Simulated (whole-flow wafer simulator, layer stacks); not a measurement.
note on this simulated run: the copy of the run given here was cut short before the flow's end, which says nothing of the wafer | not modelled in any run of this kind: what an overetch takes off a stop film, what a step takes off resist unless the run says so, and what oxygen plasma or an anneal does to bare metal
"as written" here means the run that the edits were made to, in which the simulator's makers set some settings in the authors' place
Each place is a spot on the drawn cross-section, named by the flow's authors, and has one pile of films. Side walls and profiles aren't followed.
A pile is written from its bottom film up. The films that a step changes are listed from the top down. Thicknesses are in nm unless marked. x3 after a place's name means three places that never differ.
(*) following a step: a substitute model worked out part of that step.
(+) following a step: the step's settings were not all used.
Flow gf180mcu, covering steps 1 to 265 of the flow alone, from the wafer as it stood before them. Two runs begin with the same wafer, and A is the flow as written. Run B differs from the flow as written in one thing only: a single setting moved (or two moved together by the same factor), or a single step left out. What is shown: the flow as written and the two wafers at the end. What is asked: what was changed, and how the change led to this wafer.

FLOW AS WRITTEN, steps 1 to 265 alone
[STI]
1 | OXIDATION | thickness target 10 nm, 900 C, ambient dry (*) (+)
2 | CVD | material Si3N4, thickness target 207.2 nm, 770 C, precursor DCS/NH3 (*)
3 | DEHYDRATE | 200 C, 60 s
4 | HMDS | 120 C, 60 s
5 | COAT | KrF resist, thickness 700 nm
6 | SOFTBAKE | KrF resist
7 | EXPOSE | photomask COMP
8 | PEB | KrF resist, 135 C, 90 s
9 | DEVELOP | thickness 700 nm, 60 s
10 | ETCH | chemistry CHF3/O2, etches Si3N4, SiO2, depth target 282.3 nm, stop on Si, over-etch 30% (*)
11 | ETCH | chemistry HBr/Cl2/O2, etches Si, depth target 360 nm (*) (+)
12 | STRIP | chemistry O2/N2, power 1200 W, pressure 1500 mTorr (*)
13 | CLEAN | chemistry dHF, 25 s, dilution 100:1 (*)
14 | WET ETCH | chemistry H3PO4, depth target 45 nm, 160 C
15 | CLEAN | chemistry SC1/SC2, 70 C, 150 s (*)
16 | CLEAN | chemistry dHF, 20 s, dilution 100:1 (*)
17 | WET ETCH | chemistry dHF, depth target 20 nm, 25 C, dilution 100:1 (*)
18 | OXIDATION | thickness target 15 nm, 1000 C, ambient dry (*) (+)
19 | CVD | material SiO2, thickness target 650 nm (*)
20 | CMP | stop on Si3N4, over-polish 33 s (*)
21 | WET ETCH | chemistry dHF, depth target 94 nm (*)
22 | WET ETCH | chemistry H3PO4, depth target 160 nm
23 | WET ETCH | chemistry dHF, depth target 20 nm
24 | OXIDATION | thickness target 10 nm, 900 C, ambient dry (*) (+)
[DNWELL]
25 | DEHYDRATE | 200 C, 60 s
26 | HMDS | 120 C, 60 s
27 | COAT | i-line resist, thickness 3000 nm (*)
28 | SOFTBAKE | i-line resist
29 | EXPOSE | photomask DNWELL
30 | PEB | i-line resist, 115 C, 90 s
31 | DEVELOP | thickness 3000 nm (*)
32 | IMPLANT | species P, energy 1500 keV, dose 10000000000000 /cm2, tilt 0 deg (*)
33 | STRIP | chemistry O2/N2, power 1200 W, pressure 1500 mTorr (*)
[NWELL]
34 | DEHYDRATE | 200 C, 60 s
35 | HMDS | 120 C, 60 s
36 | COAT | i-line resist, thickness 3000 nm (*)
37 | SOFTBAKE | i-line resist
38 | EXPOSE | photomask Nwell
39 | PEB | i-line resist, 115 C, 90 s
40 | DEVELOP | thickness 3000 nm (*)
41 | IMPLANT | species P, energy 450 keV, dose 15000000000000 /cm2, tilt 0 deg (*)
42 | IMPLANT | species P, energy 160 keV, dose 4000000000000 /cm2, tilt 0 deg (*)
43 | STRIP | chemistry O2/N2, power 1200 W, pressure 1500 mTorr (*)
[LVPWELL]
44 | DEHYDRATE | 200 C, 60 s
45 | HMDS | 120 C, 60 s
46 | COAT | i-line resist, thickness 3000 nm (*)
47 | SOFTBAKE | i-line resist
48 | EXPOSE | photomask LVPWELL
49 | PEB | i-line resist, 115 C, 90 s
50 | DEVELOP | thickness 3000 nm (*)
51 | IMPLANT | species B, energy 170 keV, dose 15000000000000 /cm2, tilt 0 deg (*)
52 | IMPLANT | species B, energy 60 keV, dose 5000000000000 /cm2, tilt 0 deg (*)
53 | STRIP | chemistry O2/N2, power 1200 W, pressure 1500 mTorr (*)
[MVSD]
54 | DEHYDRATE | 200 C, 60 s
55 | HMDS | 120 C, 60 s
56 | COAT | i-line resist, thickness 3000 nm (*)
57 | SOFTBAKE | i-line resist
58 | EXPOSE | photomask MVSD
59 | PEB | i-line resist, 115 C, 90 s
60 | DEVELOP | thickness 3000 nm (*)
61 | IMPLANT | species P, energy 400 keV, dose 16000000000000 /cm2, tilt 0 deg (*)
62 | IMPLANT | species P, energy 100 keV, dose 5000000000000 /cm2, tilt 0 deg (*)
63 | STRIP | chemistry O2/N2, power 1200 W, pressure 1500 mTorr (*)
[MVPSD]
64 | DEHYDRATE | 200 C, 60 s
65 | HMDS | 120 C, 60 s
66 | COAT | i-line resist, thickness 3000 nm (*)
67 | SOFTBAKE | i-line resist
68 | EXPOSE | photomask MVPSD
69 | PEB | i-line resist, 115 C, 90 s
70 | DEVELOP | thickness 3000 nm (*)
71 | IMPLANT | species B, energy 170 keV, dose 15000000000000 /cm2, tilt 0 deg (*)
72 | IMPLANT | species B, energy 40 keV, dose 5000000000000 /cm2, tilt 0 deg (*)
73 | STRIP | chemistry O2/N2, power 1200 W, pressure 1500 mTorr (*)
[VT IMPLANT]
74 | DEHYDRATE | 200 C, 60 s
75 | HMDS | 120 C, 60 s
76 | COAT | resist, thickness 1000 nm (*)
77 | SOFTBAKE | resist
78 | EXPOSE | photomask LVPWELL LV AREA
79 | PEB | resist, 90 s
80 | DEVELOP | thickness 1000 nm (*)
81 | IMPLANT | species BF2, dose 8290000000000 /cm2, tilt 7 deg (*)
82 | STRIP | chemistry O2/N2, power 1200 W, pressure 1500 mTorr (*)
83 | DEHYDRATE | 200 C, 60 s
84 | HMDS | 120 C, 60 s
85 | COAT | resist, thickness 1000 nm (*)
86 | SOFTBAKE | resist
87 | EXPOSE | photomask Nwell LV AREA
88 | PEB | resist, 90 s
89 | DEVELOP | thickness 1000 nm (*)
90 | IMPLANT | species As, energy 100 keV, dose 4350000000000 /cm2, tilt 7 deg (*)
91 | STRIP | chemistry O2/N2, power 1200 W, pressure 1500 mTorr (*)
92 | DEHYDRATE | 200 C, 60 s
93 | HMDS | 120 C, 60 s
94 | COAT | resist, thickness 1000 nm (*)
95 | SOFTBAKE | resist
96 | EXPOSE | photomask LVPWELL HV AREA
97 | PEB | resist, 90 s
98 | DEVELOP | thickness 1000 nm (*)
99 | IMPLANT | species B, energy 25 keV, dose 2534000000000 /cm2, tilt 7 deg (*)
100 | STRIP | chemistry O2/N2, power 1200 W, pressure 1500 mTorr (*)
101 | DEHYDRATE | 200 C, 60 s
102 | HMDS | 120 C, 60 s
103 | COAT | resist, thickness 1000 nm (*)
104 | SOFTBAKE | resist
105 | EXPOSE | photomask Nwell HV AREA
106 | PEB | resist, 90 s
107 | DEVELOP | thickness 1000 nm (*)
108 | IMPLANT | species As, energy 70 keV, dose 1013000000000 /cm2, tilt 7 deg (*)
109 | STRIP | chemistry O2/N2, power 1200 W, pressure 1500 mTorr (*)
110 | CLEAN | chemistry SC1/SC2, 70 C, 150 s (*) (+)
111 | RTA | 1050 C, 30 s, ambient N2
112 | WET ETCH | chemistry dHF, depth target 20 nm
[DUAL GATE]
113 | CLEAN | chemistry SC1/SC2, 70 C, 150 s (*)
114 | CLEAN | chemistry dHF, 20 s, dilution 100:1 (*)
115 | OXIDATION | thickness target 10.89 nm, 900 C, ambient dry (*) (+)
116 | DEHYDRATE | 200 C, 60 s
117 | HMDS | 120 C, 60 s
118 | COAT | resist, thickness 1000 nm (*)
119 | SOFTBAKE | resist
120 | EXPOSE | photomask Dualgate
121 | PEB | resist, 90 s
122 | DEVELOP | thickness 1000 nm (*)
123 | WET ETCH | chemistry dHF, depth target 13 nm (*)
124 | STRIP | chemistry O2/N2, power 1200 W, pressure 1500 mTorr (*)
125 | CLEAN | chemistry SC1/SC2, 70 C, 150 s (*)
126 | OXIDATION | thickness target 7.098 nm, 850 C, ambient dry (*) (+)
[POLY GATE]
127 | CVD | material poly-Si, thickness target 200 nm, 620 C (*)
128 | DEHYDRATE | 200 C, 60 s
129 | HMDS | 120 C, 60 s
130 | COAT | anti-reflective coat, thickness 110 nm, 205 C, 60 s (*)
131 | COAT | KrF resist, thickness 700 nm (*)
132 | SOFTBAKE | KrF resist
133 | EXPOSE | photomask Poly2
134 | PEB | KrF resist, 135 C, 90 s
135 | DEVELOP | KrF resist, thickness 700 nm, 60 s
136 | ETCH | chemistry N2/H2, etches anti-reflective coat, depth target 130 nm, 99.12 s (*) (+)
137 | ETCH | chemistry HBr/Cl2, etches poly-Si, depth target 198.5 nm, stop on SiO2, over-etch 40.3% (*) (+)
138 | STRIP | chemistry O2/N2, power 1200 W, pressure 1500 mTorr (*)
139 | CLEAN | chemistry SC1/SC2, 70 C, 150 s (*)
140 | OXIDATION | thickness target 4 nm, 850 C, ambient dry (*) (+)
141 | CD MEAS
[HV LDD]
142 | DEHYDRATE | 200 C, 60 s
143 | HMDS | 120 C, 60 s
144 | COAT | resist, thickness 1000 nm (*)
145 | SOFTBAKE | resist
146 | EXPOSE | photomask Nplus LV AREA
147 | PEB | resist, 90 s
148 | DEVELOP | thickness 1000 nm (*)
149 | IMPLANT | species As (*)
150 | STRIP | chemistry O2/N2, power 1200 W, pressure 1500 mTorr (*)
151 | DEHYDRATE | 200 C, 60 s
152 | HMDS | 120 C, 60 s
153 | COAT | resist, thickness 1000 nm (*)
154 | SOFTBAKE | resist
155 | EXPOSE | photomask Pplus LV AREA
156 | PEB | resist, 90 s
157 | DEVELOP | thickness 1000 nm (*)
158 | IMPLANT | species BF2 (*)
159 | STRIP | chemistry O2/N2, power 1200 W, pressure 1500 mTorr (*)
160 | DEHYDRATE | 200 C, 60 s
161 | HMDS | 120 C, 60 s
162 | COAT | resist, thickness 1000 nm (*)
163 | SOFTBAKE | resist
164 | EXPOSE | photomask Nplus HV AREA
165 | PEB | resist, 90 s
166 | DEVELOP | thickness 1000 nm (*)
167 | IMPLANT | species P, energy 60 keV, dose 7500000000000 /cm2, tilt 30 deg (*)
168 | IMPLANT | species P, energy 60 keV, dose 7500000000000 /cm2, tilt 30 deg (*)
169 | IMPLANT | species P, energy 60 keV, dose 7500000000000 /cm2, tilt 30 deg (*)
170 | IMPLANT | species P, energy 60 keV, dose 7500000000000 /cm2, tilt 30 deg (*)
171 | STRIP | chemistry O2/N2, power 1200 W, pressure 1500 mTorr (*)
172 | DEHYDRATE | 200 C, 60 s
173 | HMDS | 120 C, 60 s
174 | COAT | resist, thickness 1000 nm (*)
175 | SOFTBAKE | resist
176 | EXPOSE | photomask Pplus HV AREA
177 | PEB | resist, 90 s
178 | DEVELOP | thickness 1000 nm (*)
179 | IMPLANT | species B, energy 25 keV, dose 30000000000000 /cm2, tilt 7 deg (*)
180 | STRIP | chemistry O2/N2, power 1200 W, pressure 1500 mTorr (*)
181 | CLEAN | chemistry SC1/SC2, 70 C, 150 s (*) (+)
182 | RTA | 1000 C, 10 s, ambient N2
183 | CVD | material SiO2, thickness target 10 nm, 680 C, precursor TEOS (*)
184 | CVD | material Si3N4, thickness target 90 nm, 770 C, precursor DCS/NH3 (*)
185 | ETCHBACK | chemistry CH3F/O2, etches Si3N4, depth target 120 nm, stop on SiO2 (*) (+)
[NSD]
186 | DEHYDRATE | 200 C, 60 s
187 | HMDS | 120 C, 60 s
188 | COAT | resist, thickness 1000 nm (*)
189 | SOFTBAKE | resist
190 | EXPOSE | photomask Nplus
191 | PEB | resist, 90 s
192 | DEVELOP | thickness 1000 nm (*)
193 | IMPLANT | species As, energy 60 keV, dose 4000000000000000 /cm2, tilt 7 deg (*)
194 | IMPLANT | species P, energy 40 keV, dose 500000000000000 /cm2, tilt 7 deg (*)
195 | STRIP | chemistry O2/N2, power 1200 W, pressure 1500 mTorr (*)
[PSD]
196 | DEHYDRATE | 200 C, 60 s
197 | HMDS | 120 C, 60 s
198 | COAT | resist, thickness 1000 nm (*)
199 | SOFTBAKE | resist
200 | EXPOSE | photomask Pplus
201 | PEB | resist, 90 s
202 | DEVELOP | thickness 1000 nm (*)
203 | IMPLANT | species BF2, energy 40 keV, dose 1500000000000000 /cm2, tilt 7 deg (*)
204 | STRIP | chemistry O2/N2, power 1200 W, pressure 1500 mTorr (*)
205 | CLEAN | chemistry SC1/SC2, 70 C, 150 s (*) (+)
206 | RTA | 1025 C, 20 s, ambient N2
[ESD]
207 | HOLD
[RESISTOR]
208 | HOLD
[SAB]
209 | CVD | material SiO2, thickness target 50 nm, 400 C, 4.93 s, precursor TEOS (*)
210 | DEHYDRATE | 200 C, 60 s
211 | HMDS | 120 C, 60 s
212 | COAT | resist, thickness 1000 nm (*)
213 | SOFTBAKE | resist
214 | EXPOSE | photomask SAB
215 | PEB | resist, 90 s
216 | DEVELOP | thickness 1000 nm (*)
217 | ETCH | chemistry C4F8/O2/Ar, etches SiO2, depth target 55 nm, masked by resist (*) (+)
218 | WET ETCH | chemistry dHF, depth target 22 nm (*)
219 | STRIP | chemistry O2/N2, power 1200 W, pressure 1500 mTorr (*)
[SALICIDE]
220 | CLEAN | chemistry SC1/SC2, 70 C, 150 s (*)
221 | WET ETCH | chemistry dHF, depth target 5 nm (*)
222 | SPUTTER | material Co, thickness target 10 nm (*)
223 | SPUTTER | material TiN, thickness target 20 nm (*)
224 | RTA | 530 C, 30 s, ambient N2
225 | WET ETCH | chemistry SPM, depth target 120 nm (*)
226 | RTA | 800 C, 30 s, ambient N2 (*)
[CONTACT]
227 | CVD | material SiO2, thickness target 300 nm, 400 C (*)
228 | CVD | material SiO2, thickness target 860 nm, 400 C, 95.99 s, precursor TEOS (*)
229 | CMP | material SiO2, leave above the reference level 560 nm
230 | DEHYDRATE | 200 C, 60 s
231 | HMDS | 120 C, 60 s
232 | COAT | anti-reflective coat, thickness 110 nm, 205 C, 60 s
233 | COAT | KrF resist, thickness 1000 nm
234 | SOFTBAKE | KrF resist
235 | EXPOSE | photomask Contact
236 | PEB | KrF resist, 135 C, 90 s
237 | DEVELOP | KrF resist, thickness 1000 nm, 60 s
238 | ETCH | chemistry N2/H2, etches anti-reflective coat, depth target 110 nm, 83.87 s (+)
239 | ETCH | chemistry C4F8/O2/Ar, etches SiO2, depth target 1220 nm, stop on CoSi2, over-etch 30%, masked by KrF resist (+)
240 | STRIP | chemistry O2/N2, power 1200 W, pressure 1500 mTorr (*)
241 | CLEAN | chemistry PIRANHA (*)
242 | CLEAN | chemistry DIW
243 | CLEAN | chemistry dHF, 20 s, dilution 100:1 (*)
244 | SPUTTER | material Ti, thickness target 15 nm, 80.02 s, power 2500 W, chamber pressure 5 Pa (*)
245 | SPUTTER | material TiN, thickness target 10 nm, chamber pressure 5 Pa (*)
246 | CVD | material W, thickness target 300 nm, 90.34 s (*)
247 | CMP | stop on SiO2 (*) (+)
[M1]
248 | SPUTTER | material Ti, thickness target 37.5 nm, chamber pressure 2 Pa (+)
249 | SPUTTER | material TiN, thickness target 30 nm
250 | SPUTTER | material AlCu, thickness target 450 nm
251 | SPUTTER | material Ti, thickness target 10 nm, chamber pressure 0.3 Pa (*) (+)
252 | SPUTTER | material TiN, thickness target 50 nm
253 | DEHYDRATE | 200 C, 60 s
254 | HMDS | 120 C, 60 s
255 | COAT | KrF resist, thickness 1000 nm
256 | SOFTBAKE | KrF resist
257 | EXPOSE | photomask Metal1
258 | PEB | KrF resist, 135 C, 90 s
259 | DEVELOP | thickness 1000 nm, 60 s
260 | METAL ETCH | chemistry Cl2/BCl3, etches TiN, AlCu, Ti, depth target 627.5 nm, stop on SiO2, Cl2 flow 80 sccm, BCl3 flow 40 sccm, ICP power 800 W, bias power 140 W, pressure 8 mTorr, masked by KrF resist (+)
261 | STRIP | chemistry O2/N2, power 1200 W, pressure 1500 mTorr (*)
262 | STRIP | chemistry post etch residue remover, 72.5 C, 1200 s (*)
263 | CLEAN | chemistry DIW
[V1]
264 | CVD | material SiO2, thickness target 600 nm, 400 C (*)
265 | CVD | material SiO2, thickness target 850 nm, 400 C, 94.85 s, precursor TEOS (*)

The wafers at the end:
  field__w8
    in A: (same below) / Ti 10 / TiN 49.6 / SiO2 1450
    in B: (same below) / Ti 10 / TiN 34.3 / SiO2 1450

What caused this: step 252, SPUTTER: thickness target 34.7 nm was run, whereas the flow has thickness target 50 nm.

Step by step, how the change led to this:
  252 | SPUTTER | material TiN, thickness target 50 nm
      field, field__w1, field__w2 and 108 more: A TiN gains 50 (new film) | B TiN gains 34.7 (new film)
  260 | METAL ETCH | chemistry Cl2/BCl3, etches TiN, AlCu, Ti, depth target 627.5 nm, stop on SiO2, Cl2 flow 80 sccm, BCl3 flow 40 sccm, ICP power 800 W, bias power 140 W, pressure 8 mTorr, masked by KrF resist (+)
      field, field__w1, field__w2 and 99 more: A TiN loses 50 (all of it), Ti loses 10 (all of it), AlCu loses 450 (all of it), TiN loses 30 (all of it), Ti loses 37.5 (all of it) | B TiN loses 34.7 (all of it), Ti loses 10 (all of it), AlCu loses 450 (all of it), TiN loses 30 (all of it), Ti loses 37.5 (all of it)
